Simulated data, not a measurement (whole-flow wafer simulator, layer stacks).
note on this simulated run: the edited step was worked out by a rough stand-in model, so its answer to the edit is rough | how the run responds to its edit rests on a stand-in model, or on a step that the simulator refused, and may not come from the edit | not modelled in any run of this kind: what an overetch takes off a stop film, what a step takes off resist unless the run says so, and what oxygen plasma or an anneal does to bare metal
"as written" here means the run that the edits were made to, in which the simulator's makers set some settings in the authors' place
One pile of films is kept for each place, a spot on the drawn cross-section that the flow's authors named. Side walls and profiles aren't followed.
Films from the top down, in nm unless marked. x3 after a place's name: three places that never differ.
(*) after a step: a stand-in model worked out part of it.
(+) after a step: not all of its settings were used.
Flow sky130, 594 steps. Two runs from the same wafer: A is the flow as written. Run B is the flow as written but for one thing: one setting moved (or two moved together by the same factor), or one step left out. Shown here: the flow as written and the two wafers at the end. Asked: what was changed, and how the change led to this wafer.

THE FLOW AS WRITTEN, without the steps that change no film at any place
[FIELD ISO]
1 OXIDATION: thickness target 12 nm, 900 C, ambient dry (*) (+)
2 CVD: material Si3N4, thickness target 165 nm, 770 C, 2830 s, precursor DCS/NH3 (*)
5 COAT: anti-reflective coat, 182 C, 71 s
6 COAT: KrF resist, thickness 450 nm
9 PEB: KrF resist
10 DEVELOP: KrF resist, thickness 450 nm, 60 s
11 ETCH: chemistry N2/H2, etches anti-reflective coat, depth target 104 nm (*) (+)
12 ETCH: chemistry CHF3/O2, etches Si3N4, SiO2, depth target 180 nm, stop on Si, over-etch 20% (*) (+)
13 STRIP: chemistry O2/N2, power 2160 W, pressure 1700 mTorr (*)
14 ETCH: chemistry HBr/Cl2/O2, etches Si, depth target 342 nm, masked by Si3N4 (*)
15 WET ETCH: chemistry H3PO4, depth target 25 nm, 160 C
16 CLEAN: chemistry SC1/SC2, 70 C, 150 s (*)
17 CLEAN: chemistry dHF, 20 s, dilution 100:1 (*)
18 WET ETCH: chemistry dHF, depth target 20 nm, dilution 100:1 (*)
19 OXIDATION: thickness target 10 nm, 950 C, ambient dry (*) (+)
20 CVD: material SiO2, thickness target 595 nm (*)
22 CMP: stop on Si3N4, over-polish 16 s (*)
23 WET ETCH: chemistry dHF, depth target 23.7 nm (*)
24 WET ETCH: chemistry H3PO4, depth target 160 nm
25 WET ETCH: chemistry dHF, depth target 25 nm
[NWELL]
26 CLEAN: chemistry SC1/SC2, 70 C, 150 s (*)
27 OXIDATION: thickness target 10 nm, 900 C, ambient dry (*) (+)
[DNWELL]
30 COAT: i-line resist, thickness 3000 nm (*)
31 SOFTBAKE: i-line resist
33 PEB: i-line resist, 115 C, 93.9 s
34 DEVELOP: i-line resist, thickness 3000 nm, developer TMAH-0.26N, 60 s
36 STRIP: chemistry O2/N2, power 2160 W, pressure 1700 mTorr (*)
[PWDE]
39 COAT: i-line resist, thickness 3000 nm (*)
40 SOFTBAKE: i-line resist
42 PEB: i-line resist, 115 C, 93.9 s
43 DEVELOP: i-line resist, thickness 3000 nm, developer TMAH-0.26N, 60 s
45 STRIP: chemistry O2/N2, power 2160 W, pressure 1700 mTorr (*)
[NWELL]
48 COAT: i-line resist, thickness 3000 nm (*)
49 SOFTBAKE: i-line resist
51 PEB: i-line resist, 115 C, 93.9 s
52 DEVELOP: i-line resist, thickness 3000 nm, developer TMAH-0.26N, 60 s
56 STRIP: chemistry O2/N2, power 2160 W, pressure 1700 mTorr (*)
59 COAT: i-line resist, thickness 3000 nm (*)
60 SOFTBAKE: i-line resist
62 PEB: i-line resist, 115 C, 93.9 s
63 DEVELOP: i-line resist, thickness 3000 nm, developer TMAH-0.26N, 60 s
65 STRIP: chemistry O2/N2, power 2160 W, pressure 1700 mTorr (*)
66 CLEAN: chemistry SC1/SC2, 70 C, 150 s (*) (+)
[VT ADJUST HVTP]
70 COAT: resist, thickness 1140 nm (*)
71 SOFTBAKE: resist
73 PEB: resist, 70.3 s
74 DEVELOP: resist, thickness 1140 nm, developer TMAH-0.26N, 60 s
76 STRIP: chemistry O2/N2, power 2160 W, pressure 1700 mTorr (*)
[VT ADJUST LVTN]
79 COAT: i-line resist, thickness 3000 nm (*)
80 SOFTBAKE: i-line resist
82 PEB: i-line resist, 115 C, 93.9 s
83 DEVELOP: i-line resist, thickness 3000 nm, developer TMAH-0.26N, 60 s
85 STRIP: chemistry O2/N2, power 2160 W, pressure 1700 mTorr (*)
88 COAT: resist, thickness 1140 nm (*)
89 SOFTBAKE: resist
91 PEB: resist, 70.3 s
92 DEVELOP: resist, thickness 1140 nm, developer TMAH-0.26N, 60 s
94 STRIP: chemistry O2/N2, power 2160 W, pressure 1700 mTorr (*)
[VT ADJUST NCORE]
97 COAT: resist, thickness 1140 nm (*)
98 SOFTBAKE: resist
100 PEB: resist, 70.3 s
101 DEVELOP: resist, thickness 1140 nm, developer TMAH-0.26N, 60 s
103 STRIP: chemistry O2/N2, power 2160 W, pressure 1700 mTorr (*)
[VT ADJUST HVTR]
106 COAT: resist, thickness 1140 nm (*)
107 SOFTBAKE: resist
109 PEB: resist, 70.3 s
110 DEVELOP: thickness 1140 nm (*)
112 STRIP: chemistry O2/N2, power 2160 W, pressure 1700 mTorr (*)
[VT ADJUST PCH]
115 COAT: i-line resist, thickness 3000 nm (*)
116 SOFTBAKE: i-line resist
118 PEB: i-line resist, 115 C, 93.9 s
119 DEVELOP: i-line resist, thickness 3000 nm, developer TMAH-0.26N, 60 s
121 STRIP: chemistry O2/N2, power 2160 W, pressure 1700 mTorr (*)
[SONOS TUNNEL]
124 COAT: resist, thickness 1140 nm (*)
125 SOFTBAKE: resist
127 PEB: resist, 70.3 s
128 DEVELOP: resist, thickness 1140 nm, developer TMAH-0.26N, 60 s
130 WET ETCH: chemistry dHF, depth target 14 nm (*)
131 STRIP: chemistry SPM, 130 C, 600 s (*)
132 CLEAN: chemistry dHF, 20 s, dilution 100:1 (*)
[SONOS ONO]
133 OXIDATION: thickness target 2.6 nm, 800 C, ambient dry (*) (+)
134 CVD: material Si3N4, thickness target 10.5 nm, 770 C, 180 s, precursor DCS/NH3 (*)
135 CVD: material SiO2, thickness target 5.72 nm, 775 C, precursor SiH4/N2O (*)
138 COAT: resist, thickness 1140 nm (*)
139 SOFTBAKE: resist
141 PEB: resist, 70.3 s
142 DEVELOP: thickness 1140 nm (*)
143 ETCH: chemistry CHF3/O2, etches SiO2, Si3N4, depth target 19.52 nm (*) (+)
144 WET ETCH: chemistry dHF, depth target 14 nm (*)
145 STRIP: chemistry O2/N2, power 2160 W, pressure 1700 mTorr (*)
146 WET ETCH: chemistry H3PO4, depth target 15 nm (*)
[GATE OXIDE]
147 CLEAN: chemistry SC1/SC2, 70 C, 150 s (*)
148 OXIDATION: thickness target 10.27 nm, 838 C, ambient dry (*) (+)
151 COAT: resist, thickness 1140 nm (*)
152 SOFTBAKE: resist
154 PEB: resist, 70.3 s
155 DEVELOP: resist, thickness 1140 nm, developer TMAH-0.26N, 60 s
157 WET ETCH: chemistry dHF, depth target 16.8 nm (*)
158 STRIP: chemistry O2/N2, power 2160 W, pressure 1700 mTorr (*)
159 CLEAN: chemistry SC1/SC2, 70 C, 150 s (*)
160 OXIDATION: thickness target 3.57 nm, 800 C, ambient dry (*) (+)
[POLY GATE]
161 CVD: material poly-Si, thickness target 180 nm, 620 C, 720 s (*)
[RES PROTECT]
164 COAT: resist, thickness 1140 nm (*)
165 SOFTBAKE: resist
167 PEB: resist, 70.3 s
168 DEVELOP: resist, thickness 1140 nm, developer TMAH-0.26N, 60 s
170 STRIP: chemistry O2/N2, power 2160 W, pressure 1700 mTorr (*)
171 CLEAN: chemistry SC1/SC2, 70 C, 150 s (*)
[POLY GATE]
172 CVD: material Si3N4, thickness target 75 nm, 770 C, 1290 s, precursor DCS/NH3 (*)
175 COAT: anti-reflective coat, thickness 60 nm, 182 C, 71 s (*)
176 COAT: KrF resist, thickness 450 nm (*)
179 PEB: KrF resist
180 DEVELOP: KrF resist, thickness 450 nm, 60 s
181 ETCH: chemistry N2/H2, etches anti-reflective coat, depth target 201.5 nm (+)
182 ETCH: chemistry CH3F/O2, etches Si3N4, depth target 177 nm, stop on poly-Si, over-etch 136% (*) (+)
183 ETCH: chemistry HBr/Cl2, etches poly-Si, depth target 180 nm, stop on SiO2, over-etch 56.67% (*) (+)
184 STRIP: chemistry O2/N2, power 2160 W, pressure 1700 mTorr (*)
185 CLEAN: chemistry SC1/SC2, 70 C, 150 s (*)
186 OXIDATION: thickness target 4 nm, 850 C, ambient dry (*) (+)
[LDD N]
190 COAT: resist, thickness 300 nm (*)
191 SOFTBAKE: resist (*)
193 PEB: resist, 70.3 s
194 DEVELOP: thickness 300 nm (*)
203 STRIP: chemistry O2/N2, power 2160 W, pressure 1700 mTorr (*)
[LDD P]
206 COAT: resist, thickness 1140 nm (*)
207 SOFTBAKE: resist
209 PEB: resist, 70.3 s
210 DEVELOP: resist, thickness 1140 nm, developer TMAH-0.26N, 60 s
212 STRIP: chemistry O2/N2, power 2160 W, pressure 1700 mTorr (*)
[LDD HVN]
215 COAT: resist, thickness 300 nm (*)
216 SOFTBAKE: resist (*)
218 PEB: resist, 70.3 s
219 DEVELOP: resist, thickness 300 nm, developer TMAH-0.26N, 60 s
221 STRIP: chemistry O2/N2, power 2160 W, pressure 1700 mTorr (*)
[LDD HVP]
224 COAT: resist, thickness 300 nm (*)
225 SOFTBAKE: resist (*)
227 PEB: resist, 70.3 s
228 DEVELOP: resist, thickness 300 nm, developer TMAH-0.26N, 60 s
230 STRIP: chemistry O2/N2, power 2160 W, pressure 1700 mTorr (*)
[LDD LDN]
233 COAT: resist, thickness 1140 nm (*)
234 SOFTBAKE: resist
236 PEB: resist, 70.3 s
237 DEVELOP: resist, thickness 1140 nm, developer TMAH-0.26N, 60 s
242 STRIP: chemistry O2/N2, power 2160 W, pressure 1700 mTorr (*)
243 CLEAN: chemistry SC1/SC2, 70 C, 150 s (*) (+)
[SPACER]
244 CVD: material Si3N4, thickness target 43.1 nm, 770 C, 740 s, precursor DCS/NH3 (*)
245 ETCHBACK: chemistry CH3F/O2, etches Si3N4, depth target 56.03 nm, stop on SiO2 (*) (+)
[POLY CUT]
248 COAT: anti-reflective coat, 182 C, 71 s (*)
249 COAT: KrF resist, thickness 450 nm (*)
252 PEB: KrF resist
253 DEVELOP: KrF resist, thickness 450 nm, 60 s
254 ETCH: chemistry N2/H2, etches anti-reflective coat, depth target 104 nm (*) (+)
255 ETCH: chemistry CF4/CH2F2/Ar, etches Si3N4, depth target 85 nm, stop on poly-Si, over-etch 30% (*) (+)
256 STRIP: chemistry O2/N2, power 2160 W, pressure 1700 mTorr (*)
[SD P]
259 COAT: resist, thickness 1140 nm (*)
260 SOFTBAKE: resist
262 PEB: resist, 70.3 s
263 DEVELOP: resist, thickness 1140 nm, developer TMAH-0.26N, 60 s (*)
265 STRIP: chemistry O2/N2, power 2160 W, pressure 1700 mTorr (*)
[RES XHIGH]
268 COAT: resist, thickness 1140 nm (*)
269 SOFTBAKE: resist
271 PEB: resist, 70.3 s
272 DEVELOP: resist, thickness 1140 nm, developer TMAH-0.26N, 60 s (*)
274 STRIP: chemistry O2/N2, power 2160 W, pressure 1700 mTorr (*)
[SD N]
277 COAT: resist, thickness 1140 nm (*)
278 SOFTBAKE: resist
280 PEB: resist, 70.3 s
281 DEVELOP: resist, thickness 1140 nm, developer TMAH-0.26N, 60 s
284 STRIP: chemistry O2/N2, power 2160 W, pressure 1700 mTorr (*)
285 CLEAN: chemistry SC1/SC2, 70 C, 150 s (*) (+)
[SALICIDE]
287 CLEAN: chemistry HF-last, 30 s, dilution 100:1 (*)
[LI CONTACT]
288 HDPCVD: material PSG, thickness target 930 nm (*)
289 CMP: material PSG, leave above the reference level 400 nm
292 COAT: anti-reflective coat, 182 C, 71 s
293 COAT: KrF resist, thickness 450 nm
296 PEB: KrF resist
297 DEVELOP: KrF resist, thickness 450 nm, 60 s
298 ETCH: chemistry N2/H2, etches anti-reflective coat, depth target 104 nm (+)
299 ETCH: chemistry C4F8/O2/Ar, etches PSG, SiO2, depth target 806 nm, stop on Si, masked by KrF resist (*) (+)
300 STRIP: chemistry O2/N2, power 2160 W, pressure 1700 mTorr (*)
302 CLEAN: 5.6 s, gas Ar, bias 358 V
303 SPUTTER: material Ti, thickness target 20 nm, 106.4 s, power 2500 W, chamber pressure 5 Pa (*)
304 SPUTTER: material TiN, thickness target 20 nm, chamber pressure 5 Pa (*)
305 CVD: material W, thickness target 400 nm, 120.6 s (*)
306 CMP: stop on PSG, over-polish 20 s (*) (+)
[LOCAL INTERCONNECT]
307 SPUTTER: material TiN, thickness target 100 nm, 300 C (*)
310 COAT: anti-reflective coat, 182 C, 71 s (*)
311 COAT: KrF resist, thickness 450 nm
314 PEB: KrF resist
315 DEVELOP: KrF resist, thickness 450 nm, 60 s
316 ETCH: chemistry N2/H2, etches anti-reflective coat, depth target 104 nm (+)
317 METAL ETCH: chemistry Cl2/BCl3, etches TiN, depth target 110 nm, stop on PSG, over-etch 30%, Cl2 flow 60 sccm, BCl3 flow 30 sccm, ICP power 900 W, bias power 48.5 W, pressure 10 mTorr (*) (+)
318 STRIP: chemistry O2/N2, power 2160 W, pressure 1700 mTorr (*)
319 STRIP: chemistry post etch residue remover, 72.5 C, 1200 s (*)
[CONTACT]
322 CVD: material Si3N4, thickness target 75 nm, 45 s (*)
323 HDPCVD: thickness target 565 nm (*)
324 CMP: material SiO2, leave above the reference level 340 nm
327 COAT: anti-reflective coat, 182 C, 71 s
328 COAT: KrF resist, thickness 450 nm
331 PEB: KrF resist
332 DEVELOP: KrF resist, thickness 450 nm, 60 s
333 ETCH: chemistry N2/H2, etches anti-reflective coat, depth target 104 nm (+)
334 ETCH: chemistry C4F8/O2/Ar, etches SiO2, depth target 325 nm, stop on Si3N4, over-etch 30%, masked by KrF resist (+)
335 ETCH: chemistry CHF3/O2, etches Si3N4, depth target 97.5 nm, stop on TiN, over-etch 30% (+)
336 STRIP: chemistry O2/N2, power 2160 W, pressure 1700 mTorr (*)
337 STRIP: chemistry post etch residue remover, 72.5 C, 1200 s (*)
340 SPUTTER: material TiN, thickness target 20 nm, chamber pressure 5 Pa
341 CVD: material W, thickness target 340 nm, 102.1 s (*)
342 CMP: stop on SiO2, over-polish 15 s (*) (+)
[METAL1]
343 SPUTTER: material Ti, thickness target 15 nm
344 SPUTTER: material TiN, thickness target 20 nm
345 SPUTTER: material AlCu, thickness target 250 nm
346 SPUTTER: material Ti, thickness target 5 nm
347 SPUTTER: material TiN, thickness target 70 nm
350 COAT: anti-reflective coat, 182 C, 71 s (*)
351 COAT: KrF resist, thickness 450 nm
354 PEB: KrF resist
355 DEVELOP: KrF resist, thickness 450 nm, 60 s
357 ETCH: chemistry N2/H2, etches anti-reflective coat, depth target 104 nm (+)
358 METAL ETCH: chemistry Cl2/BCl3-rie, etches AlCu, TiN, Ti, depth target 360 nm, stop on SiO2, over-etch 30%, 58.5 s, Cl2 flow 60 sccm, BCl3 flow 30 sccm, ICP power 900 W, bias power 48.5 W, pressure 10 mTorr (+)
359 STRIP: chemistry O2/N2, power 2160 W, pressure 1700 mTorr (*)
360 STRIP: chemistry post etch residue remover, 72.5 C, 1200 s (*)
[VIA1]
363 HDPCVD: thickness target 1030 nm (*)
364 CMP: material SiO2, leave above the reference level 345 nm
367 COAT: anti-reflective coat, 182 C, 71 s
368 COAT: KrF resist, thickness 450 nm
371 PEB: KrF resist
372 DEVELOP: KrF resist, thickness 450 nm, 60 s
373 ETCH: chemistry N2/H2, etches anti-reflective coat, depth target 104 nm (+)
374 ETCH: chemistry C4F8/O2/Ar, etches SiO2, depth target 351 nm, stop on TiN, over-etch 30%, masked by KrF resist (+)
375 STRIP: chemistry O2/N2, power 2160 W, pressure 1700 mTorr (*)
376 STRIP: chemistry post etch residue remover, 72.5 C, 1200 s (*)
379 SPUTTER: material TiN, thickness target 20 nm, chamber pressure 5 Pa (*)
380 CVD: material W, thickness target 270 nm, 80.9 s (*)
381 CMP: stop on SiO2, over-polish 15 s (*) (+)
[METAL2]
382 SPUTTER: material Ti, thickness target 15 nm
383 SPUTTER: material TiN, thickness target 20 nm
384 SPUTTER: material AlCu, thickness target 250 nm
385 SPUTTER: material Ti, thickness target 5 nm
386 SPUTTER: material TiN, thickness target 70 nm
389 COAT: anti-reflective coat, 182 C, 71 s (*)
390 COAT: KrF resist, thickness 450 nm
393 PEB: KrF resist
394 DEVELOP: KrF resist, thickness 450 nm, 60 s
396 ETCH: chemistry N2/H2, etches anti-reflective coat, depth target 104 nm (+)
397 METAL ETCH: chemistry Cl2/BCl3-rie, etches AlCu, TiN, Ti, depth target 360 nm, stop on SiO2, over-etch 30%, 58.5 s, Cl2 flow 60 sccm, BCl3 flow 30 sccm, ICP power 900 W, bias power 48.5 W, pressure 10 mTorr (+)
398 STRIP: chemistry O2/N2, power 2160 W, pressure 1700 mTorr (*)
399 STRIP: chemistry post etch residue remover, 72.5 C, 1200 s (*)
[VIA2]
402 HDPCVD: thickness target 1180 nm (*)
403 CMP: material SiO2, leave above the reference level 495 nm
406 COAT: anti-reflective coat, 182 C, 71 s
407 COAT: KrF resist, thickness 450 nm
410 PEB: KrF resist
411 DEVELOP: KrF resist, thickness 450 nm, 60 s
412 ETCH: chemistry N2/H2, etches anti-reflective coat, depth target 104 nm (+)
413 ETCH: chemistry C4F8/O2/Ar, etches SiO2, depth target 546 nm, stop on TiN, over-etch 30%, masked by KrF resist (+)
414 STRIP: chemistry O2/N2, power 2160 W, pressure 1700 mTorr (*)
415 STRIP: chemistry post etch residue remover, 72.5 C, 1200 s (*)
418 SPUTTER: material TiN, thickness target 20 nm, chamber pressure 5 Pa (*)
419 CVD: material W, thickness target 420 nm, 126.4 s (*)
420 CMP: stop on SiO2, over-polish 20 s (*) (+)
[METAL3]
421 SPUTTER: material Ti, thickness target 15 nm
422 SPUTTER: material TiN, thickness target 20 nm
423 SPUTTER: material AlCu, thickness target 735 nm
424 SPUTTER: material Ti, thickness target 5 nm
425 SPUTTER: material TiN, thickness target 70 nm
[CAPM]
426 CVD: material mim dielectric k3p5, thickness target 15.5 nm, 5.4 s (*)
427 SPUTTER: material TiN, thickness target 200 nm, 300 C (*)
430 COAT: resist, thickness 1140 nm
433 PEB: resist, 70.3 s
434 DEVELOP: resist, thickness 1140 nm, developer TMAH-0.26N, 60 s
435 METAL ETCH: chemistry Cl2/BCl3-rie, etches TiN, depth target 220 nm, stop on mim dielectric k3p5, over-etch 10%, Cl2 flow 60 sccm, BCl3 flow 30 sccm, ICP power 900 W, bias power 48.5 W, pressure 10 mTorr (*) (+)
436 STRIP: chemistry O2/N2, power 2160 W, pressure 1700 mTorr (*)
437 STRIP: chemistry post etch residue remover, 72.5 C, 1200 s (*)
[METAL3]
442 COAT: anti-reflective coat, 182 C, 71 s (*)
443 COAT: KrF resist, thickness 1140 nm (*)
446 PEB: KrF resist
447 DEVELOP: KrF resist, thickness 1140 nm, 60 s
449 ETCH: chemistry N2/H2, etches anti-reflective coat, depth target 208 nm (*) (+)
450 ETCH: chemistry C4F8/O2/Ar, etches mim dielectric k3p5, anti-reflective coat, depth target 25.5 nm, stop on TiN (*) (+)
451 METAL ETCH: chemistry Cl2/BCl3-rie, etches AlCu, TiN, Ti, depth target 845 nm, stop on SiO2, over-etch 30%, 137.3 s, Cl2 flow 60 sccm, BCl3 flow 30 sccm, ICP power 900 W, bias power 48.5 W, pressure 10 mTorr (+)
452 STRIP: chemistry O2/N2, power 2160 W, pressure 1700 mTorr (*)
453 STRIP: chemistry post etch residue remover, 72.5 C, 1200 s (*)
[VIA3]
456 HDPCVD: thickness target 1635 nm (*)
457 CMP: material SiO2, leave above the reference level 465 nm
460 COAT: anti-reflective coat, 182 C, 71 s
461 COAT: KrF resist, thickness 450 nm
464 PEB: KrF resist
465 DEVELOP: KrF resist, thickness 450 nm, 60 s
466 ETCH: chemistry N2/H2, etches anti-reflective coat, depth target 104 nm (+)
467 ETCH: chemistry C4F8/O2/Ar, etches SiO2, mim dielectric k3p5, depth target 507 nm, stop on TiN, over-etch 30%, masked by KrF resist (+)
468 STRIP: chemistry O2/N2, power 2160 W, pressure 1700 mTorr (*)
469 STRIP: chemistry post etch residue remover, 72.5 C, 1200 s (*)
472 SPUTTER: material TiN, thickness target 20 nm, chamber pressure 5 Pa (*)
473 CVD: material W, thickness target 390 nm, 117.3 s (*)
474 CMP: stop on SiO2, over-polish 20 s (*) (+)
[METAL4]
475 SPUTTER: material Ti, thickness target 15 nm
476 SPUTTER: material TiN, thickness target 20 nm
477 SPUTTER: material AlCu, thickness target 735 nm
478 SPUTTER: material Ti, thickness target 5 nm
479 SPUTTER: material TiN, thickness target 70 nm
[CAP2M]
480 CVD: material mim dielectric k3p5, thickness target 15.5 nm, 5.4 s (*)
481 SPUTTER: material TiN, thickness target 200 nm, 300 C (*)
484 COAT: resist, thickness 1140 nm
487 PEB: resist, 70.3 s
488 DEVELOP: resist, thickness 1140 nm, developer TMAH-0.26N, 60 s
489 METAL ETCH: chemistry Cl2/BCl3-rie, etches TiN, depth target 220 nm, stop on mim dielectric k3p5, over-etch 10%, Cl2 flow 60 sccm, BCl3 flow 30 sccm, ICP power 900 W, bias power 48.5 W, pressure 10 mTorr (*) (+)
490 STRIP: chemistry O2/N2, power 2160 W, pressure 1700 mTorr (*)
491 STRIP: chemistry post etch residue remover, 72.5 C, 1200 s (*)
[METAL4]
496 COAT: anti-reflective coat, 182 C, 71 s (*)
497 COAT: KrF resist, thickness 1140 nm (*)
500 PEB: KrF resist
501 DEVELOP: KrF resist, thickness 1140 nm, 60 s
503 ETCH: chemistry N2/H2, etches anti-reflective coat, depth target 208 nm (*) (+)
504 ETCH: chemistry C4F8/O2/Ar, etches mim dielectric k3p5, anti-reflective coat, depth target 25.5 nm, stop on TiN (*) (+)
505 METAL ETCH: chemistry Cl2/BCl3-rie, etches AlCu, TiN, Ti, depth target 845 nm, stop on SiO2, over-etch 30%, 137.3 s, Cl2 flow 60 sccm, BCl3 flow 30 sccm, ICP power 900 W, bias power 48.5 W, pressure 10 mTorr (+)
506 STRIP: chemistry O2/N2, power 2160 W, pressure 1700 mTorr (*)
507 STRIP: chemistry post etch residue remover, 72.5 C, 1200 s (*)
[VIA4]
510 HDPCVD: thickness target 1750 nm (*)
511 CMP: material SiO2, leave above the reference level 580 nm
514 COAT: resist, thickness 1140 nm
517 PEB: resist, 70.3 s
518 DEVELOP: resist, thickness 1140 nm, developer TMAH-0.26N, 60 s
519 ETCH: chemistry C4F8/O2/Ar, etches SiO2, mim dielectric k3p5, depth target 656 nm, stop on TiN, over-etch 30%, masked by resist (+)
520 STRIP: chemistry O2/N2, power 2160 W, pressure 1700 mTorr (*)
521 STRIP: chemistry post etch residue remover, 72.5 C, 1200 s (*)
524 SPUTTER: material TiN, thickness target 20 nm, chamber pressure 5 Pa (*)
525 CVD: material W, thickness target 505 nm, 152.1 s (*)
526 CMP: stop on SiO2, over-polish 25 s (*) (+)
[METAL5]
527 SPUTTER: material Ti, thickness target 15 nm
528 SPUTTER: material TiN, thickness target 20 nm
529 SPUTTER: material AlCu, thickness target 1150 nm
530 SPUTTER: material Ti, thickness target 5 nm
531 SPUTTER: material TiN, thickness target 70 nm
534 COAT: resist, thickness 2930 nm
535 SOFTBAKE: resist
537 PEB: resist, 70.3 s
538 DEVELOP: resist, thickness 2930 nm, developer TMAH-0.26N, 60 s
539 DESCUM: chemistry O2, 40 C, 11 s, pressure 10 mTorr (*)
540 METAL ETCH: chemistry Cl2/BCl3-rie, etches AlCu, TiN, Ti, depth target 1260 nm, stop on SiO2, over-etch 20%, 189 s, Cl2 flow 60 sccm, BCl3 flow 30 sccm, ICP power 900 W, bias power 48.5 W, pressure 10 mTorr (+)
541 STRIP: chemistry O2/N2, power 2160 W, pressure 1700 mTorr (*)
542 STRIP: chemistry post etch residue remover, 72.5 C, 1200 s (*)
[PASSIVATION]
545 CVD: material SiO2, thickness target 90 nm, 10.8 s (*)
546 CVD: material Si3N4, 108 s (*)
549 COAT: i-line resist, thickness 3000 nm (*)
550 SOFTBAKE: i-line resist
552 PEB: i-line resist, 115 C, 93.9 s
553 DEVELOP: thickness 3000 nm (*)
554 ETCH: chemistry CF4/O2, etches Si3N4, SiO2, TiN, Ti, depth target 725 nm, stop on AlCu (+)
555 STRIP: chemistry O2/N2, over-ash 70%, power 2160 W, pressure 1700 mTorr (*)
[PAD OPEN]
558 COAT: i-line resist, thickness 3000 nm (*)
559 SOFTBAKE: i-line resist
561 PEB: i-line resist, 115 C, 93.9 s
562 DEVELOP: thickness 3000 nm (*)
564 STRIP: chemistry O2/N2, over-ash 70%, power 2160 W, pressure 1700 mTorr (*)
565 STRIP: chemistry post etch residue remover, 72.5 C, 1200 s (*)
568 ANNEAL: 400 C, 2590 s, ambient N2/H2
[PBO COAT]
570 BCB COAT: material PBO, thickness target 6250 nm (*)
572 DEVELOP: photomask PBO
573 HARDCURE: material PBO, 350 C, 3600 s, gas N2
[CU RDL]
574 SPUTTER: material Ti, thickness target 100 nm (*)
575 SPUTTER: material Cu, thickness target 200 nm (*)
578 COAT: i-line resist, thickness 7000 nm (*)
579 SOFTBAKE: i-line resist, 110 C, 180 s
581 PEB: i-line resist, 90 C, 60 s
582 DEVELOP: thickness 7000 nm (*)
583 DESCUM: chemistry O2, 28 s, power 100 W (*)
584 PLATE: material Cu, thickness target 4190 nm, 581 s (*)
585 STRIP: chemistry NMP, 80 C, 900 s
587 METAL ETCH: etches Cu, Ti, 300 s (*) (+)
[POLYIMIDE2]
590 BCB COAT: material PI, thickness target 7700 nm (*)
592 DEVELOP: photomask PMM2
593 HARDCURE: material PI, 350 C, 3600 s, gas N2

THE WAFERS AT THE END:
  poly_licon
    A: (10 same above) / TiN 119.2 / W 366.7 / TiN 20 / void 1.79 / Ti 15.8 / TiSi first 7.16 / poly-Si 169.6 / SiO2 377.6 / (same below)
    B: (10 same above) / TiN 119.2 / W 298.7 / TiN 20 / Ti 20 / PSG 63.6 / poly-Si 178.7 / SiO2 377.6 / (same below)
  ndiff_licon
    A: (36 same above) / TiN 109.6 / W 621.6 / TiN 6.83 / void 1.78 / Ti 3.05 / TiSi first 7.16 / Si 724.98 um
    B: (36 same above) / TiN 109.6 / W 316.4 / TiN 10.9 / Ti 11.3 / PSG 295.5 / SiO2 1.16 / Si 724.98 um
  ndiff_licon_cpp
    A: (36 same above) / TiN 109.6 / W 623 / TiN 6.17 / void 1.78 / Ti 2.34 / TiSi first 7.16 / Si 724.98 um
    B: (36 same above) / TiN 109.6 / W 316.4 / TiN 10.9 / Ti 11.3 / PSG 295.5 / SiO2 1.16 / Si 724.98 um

The cause: step 299, ETCH: depth target 343 nm was run, where the flow has depth target 806 nm.

How the change led to this, step by step:
  299 ETCH: chemistry C4F8/O2/Ar, etches PSG, SiO2, depth target 806 nm, stop on Si, masked by KrF resist (*) (+)
      contact, ndiff_licon, ndiff_licon_cpp: A PSG -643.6 (all of it), SiO2 -1.16 (all of it) | B PSG -343
      poly_licon, rpo_hd_licon: A PSG -411.7 (all of it) | B PSG -343
      (and at 187 more places)
  300 STRIP: chemistry O2/N2, power 2160 W, pressure 1700 mTorr (*)
      contact, ndiff_licon, ndiff_licon_cpp: A chemical SiO2 +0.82 (new film), Si -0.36 | B nothing
      poly_licon, rpo_hd_licon: A chemical SiO2 +0.82 (new film), poly-Si -0.36 | B nothing
      (and at 187 more places)
  302 CLEAN: 5.6 s, gas Ar, bias 358 V
      contact, ndiff_licon, ndiff_licon_cpp: A chemical SiO2 -0.82 (all of it) | B PSG -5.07
      poly_licon, rpo_hd_licon: A chemical SiO2 -0.82 (all of it), poly-Si -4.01 | B PSG -5.07
  303 SPUTTER: material Ti, thickness target 20 nm, 106.4 s, power 2500 W, chamber pressure 5 Pa (*)
      ndiff_licon: A Ti +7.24 (new film) | B Ti +11.3 (new film)
      ndiff_licon_cpp: A Ti +6.53 (new film) | B Ti +11.3 (new film)
      (and at 1 more place)
  304 SPUTTER: material TiN, thickness target 20 nm, chamber pressure 5 Pa (*)
      ndiff_licon: A TiN +6.83 (new film) | B TiN +10.9 (new film)
      ndiff_licon_cpp: A TiN +6.17 (new film) | B TiN +10.9 (new film)
      (and at 1 more place)
  305 CVD: material W, thickness target 400 nm, 120.6 s (*)
      ndiff_licon: A W +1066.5 (new film) | B W +761.4 (new film)
      ndiff_licon_cpp: A W +1067.9 (new film) | B W +761.3 (new film)
      (and at 1 more place)
  306 CMP: stop on PSG, over-polish 20 s (*) (+)
      poly_licon: A W -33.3 | B W -101.3
  568 ANNEAL: 400 C, 2590 s, ambient N2/H2
      poly_licon, rpo_hd_licon: A under 11 films: void +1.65 (new film), Ti -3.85, TiSi first +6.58 (new film), poly-Si -4.38 | B nothing
      ndiff_licon, ndiff_licon_cpp: A under 37 films: void +1.63 (new film), Ti -3.85, TiSi first +6.58 (new film), Si -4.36 | B nothing
Counting metal films that touch as one body, poly_licon has 1 body; the flow as written gives 2 bodies (between them, from the top down: void 1.79).
Counting metal films that touch as one body, ndiff_licon has 5 bodies (between them, from the top down: SiO2 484 / mim dielectric k3p5 15.5; SiO2 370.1 / mim dielectric k3p5 15.5; SiO2 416; SiO2 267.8); the flow as written gives 6 bodies (between them, from the top down: SiO2 484 / mim dielectric k3p5 15.5; SiO2 370.1 / mim dielectric k3p5 15.5; SiO2 416; SiO2 267.8; void 1.78).
Counting metal films that touch as one body, ndiff_licon_cpp has 5 bodies (between them, from the top down: SiO2 484 / mim dielectric k3p5 15.5; SiO2 370.1 / mim dielectric k3p5 15.5; SiO2 416; SiO2 267.8); the flow as written gives 6 bodies (between them, from the top down: SiO2 484 / mim dielectric k3p5 15.5; SiO2 370.1 / mim dielectric k3p5 15.5; SiO2 416; SiO2 267.8; void 1.78).
